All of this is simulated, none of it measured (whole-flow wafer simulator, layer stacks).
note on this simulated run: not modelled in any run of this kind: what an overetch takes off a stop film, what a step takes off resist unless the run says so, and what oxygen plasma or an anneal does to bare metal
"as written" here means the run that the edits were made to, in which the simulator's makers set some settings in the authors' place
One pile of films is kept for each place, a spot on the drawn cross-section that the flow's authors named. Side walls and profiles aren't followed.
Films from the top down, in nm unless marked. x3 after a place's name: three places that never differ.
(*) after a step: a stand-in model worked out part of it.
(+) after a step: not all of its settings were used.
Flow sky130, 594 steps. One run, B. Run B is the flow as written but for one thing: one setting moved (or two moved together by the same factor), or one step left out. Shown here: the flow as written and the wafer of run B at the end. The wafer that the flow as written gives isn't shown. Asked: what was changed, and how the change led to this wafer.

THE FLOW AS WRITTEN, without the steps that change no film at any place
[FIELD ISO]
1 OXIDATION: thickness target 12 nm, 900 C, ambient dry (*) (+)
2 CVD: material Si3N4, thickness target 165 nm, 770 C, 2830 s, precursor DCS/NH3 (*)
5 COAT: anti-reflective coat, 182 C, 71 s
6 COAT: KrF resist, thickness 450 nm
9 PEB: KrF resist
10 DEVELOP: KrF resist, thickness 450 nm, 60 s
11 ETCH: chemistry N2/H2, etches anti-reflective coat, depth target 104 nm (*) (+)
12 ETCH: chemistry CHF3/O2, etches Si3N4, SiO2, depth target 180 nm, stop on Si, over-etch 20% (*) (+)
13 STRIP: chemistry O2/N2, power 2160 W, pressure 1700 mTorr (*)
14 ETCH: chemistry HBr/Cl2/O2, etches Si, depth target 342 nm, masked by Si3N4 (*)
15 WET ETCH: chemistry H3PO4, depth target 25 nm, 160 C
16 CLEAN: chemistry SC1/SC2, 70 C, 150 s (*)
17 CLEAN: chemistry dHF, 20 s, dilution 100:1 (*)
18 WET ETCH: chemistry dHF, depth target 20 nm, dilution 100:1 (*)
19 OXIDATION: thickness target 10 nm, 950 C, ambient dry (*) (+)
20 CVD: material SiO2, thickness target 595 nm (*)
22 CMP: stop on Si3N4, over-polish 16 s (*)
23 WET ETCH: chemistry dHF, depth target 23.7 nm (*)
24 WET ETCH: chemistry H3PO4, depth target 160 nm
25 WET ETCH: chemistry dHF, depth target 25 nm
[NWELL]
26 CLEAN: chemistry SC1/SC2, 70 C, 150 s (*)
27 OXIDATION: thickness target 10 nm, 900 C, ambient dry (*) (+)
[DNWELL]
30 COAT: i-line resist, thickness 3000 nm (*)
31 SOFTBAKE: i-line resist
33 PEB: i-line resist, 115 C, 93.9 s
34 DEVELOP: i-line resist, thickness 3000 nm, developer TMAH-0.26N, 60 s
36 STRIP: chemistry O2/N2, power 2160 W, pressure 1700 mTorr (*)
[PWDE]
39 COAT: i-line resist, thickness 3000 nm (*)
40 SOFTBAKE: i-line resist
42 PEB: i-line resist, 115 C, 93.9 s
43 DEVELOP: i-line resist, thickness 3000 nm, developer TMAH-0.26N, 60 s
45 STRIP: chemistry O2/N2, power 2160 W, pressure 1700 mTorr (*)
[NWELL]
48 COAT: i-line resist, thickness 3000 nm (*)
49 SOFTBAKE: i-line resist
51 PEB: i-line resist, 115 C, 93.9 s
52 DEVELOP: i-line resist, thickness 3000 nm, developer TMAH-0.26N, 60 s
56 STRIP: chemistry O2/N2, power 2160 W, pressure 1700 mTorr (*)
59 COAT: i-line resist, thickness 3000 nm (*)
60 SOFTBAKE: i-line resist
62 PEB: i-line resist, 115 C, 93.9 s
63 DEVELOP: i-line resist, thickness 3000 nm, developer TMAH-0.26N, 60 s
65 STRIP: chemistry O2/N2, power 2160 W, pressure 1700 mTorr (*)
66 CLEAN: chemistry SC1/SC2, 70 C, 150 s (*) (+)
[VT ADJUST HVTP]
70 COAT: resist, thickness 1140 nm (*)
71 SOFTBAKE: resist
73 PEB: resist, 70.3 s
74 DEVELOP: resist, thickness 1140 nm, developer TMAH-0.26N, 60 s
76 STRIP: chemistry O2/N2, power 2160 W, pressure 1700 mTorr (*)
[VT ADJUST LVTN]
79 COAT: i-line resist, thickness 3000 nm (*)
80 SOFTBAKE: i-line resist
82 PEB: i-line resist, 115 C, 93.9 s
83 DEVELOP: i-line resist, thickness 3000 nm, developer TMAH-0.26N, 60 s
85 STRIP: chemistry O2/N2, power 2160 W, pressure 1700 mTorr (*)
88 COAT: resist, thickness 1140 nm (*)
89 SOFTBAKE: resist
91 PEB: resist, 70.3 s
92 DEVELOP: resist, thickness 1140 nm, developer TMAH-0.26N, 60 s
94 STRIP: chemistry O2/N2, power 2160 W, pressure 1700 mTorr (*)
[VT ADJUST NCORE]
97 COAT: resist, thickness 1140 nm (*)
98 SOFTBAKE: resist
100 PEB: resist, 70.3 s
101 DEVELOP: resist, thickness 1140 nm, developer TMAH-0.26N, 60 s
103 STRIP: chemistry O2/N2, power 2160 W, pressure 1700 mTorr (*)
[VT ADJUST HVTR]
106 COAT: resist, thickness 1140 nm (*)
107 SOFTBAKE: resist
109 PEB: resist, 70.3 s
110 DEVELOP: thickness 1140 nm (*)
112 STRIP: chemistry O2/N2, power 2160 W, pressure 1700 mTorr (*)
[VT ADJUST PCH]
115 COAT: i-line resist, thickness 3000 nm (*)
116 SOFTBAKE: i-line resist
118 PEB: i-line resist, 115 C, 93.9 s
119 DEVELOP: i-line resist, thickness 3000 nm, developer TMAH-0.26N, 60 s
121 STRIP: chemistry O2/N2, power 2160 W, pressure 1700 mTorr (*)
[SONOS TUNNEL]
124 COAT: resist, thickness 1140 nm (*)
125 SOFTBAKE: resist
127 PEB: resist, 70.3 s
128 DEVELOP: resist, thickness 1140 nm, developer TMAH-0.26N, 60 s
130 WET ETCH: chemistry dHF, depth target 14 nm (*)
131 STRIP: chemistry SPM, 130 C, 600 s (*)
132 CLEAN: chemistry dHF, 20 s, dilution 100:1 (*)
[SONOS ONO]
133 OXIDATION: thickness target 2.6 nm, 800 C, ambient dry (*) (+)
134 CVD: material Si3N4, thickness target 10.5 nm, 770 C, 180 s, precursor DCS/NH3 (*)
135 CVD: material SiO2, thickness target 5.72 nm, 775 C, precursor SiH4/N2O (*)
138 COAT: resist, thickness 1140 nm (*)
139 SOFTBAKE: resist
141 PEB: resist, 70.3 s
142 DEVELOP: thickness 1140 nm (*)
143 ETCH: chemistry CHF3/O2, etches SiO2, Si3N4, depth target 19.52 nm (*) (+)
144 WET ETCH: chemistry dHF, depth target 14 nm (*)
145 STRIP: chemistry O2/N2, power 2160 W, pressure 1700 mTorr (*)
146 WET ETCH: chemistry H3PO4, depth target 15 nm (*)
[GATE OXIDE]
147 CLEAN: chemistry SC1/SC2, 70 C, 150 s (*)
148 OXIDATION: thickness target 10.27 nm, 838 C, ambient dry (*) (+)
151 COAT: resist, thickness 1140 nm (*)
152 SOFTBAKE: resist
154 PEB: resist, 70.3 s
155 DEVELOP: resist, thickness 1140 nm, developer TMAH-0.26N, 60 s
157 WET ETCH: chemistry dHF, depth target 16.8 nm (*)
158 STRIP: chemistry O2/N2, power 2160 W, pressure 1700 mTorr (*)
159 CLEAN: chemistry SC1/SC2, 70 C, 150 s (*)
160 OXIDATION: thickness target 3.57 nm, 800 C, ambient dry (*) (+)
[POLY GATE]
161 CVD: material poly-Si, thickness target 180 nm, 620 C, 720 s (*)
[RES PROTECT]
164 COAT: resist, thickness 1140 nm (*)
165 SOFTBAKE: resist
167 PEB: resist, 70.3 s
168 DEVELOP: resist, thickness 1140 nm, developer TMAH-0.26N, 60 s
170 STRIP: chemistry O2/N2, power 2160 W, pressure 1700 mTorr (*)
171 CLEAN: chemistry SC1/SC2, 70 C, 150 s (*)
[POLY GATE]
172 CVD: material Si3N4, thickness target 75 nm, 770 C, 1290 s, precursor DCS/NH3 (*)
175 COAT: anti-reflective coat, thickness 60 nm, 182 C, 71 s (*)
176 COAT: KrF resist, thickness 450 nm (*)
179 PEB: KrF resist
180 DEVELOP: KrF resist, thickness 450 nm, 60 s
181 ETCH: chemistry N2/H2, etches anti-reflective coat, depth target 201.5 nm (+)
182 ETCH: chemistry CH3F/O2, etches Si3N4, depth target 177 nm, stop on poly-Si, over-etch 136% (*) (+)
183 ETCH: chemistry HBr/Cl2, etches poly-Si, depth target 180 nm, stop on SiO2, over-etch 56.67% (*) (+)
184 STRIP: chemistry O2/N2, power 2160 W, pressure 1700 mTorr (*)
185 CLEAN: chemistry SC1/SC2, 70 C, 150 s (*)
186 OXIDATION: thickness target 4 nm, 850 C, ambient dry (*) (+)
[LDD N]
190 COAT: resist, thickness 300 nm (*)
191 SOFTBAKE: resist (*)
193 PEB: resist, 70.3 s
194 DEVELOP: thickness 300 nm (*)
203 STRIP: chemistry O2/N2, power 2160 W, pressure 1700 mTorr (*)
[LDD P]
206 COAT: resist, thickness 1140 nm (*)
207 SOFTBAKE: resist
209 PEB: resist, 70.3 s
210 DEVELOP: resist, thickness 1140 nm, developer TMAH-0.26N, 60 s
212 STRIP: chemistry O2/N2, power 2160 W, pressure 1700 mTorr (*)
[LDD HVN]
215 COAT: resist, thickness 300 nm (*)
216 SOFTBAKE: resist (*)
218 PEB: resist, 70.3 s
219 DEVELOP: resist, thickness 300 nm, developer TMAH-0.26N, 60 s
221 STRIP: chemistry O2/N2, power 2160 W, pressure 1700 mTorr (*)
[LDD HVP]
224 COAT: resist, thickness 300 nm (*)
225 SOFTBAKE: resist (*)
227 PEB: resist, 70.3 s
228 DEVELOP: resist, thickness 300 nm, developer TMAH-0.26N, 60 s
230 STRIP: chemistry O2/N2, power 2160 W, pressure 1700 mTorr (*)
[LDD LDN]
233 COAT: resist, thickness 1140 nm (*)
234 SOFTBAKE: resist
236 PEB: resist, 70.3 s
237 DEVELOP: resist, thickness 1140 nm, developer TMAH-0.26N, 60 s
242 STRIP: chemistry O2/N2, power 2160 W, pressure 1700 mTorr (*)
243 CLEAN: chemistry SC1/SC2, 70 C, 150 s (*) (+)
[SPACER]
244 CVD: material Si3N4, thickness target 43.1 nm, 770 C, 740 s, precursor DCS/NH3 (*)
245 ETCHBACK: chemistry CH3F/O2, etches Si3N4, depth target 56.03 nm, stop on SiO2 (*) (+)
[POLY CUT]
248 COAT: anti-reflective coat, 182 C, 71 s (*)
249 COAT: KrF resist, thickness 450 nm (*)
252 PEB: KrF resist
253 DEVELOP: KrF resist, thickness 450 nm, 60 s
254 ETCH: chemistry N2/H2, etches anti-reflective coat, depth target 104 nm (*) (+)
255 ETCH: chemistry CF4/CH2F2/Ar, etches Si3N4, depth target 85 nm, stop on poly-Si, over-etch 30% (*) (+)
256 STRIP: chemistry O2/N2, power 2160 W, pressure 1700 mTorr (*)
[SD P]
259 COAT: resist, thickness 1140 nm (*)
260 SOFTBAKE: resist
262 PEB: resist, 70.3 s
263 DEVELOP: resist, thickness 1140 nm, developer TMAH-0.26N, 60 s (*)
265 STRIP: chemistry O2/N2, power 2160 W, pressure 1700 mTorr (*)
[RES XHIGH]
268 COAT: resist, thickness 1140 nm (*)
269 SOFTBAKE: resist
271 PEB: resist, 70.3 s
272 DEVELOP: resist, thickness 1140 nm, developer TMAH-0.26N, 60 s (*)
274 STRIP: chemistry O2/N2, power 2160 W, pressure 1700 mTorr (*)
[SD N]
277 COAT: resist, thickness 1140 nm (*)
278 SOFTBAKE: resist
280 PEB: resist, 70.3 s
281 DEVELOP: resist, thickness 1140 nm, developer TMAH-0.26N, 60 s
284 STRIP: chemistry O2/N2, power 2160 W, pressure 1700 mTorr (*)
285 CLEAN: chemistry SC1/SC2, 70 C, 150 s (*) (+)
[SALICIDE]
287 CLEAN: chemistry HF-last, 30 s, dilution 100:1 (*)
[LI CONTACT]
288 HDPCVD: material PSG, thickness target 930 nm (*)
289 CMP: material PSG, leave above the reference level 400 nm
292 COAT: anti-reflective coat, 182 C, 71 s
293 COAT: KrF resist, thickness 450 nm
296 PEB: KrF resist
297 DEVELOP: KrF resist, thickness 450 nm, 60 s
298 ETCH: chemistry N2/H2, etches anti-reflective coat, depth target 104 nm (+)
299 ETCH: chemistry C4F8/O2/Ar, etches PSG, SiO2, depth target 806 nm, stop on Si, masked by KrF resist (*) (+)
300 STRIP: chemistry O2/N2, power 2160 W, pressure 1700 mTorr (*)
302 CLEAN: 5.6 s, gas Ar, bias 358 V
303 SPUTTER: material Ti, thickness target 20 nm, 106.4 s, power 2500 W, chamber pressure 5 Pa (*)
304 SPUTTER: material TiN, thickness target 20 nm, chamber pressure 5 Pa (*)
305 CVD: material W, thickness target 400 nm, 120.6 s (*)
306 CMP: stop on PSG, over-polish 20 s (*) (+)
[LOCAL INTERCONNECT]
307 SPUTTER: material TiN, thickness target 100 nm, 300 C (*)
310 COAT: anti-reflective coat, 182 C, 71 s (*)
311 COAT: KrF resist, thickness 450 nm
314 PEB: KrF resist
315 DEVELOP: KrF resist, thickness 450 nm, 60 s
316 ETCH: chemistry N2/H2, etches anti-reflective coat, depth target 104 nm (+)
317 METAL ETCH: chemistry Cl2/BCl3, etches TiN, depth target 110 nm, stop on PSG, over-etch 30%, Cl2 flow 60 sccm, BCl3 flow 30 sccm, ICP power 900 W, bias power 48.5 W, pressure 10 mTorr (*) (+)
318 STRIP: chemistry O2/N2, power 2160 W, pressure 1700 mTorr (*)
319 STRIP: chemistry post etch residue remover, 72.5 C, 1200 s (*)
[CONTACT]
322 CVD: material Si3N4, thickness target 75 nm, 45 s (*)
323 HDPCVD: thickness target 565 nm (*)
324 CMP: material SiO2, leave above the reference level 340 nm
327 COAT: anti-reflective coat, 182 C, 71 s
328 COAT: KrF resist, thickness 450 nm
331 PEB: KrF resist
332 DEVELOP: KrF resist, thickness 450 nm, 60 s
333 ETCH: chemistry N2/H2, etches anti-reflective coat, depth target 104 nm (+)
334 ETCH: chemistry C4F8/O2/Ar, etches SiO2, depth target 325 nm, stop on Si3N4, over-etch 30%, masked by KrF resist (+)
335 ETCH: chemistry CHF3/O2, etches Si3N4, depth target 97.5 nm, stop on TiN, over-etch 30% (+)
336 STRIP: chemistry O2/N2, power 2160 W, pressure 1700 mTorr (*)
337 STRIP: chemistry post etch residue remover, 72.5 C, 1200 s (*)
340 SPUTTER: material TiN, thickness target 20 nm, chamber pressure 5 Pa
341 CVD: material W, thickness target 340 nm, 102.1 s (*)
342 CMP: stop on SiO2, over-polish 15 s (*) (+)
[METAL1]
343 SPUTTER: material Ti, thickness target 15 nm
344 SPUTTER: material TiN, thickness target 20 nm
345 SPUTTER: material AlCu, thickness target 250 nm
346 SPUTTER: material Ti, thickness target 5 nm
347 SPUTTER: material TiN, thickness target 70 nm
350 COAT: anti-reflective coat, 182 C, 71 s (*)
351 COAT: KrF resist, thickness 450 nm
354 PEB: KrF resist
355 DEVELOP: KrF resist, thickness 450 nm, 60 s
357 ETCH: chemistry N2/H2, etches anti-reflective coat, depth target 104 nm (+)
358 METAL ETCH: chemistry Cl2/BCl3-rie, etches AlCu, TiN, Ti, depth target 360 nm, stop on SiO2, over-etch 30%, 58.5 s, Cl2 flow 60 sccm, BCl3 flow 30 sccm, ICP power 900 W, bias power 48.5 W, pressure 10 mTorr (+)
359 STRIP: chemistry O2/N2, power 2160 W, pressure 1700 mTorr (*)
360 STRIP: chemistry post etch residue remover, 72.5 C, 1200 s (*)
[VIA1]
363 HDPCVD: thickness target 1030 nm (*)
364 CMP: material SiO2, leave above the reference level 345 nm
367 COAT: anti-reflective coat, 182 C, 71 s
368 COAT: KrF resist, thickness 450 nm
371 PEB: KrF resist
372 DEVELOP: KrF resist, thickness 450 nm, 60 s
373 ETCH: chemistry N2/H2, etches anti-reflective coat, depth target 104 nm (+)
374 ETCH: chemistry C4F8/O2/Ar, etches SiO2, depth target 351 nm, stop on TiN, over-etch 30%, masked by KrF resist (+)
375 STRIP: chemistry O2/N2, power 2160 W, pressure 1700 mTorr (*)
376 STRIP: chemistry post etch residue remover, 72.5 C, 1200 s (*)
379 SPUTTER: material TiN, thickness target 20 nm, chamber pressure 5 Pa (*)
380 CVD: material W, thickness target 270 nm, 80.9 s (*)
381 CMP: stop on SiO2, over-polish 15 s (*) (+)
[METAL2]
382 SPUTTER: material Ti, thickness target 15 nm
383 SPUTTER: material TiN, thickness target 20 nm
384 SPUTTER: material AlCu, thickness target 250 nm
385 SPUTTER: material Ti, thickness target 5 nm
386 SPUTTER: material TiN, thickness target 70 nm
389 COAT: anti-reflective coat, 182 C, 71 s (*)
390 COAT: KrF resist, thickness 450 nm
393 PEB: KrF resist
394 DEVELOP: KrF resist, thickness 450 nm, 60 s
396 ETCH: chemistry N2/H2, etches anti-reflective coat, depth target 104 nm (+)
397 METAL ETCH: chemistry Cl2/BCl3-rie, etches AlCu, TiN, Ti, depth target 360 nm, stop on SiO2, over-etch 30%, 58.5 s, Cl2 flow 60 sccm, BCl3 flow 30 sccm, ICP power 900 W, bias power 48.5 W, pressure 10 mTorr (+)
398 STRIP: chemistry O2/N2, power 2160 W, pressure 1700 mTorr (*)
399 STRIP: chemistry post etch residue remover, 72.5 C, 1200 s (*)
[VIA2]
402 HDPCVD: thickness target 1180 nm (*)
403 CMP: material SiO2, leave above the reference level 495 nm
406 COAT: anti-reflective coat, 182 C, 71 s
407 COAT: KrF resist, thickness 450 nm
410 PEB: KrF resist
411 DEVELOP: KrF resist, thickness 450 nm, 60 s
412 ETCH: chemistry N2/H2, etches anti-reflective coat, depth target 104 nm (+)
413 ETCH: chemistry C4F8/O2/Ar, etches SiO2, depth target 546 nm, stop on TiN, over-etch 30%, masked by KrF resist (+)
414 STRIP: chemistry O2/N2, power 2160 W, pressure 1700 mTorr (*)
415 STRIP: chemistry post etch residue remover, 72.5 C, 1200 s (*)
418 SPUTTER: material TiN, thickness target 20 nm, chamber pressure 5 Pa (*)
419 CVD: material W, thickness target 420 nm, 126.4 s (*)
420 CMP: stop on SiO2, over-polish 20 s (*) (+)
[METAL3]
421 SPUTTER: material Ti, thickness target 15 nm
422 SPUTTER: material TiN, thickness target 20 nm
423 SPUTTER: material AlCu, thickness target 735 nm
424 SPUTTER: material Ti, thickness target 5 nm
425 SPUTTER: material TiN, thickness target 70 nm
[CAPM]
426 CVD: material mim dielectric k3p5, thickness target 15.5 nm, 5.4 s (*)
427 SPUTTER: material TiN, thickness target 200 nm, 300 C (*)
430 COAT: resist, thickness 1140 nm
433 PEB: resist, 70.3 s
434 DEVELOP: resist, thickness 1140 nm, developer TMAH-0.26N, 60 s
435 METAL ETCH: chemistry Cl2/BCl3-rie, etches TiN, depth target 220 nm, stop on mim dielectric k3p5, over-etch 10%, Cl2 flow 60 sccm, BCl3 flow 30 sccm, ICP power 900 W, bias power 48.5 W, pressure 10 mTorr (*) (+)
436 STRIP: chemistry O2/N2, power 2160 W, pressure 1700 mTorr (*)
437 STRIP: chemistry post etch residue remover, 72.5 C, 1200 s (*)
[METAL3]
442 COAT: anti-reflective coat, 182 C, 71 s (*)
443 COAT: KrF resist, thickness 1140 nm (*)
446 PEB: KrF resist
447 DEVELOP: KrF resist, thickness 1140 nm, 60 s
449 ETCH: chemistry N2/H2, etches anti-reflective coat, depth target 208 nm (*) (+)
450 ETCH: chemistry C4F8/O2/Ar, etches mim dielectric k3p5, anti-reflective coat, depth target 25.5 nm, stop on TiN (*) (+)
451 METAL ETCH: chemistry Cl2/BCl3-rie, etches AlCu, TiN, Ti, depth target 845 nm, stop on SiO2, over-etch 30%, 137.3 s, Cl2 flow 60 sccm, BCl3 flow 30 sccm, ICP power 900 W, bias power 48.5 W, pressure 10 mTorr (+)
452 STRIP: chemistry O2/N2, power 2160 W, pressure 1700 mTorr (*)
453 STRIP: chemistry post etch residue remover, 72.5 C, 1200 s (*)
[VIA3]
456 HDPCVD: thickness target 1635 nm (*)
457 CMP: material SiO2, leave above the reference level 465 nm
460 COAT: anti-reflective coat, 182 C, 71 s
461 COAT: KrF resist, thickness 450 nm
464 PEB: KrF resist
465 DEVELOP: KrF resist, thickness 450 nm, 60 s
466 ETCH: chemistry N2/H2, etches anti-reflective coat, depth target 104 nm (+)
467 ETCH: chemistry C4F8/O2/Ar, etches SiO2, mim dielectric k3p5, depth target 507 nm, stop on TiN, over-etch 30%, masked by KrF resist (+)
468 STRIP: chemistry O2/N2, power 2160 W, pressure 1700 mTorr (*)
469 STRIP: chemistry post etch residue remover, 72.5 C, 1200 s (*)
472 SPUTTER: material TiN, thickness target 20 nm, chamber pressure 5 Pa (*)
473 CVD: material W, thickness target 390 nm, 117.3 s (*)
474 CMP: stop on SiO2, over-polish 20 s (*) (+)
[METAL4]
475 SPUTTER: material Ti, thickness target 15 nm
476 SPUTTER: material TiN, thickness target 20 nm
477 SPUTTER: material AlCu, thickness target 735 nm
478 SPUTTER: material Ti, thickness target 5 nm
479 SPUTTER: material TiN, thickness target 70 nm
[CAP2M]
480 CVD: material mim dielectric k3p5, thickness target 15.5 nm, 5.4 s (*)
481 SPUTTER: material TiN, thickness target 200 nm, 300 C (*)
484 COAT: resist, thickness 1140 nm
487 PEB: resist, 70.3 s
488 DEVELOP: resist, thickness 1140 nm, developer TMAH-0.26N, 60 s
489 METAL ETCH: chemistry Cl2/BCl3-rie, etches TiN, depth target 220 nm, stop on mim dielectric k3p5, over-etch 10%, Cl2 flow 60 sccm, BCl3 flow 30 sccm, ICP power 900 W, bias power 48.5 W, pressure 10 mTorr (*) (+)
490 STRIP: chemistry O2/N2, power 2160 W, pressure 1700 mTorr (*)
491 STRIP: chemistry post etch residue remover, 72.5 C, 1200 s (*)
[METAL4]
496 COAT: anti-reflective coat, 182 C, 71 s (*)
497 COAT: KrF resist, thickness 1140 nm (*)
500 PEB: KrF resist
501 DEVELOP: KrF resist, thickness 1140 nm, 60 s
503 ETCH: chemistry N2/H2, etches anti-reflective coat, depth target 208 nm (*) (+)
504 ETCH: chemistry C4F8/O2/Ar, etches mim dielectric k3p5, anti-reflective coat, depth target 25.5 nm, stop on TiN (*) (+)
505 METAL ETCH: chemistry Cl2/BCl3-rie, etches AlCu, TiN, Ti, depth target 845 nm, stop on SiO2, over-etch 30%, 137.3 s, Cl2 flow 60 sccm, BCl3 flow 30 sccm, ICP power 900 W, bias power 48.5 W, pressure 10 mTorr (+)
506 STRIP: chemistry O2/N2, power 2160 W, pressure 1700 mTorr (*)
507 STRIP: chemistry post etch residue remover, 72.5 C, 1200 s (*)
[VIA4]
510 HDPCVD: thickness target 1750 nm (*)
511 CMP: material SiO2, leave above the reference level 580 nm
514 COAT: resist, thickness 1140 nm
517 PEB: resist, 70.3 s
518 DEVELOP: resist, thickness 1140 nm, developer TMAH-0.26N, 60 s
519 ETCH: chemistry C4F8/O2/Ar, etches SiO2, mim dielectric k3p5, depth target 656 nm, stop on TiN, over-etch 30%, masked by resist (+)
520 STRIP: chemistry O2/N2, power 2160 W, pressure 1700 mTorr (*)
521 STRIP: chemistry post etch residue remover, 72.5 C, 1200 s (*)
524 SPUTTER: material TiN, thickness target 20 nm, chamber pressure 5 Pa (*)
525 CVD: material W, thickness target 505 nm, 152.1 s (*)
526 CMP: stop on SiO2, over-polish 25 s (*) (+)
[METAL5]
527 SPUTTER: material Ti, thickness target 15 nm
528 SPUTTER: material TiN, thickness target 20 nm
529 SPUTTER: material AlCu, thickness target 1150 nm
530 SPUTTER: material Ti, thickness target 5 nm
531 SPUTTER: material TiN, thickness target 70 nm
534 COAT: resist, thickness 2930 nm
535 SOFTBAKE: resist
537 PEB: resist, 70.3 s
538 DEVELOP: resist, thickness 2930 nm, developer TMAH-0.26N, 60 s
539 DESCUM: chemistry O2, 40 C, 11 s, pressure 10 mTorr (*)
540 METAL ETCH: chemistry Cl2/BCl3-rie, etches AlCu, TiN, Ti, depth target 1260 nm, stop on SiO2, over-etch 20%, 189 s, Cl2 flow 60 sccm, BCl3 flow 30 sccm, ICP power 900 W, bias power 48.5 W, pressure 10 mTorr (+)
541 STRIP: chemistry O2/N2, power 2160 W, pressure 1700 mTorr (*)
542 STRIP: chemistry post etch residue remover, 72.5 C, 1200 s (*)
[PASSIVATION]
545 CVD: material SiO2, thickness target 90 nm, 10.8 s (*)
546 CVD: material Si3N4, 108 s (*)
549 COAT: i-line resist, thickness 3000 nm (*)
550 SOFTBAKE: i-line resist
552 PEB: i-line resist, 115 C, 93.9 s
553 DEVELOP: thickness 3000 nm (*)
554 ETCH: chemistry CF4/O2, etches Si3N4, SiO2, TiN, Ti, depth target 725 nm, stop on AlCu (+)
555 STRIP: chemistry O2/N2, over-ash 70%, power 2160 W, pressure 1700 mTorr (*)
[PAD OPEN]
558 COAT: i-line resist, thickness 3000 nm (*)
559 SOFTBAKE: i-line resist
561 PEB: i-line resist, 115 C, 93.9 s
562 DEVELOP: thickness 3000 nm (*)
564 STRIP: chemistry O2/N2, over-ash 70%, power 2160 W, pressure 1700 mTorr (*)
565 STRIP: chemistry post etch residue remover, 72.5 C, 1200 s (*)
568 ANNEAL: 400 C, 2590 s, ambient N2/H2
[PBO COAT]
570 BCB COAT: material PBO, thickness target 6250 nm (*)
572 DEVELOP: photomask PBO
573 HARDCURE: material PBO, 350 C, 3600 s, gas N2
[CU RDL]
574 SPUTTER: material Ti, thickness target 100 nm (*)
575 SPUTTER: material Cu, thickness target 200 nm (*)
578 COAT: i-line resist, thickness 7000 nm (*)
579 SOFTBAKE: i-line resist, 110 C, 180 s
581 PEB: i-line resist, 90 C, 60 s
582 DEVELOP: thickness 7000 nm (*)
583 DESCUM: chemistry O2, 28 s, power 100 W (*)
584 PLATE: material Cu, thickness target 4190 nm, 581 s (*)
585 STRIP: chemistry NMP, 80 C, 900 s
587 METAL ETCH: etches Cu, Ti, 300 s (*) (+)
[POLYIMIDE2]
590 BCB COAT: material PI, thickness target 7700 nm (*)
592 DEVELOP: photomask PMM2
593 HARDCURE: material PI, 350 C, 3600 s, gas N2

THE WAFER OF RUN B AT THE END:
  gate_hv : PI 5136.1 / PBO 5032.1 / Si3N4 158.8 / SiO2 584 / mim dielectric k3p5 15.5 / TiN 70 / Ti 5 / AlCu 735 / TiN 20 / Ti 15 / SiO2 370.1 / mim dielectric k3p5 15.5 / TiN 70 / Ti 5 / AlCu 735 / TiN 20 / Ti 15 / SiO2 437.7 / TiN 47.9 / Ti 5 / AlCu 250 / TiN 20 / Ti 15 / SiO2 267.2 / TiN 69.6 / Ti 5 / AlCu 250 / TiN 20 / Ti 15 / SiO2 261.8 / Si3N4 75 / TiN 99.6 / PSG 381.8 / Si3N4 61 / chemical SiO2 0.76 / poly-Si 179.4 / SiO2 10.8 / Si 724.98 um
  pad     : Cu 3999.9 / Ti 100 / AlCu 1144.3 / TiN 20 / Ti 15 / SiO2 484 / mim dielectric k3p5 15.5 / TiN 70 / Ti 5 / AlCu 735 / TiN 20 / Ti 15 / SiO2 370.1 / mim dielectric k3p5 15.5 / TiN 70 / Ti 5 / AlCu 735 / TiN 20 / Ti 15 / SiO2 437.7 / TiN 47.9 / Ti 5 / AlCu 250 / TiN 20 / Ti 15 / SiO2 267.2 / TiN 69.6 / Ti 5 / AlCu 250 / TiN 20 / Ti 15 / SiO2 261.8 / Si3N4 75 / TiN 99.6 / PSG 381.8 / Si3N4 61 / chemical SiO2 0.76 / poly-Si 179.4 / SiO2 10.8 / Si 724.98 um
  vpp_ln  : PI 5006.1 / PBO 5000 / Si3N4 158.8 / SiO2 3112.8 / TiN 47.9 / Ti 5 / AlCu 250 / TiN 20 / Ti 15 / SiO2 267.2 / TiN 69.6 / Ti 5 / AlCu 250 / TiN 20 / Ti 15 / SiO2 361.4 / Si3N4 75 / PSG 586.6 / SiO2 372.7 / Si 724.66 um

The cause: step 386, SPUTTER: thickness target 48.3 nm was run, where the flow has thickness target 70 nm.

How the change led to this, step by step:
  386 SPUTTER: material TiN, thickness target 70 nm
      field, active, n_well and 188 more: TiN +48.3 (new film) (as written it would be: TiN +70 (new film))
  397 METAL ETCH: chemistry Cl2/BCl3-rie, etches AlCu, TiN, Ti, depth target 360 nm, stop on SiO2, over-etch 30%, 58.5 s, Cl2 flow 60 sccm, BCl3 flow 30 sccm, ICP power 900 W, bias power 48.5 W, pressure 10 mTorr (+)
      field, active, gate and 82 more: TiN -47 (all of it), Ti -5 (all of it), AlCu -250 (all of it), TiN -20 (all of it), Ti -15 (all of it), SiO2 -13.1 (as written it would be: TiN -68.7 (all of it), Ti -5 (all of it), AlCu -250 (all of it), TiN -20 (all of it), Ti -15 (all of it), SiO2 -10.9)
  403 CMP: material SiO2, leave above the reference level 495 nm
      n_well, p_well, gate_hv and 101 more: SiO2 -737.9 (as written it would be: SiO2 -759.6)
      m1, via1_hole: SiO2 -737.4 (as written it would be: SiO2 -759.1)
  413 ETCH: chemistry C4F8/O2/Ar, etches SiO2, depth target 546 nm, stop on TiN, over-etch 30%, masked by KrF resist (+)
      m1: SiO2 -442 (all of it) (as written it would be: SiO2 -420.3 (all of it))
      via2_hole: SiO2 -441.5 (all of it) (as written it would be: SiO2 -419.8 (all of it))
  419 CVD: material W, thickness target 420 nm, 126.4 s (*)
      m1: W +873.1 (new film) (as written it would be: W +851.1 (new film))
      via2_hole: W +872.7 (new film) (as written it would be: W +850.7 (new film))
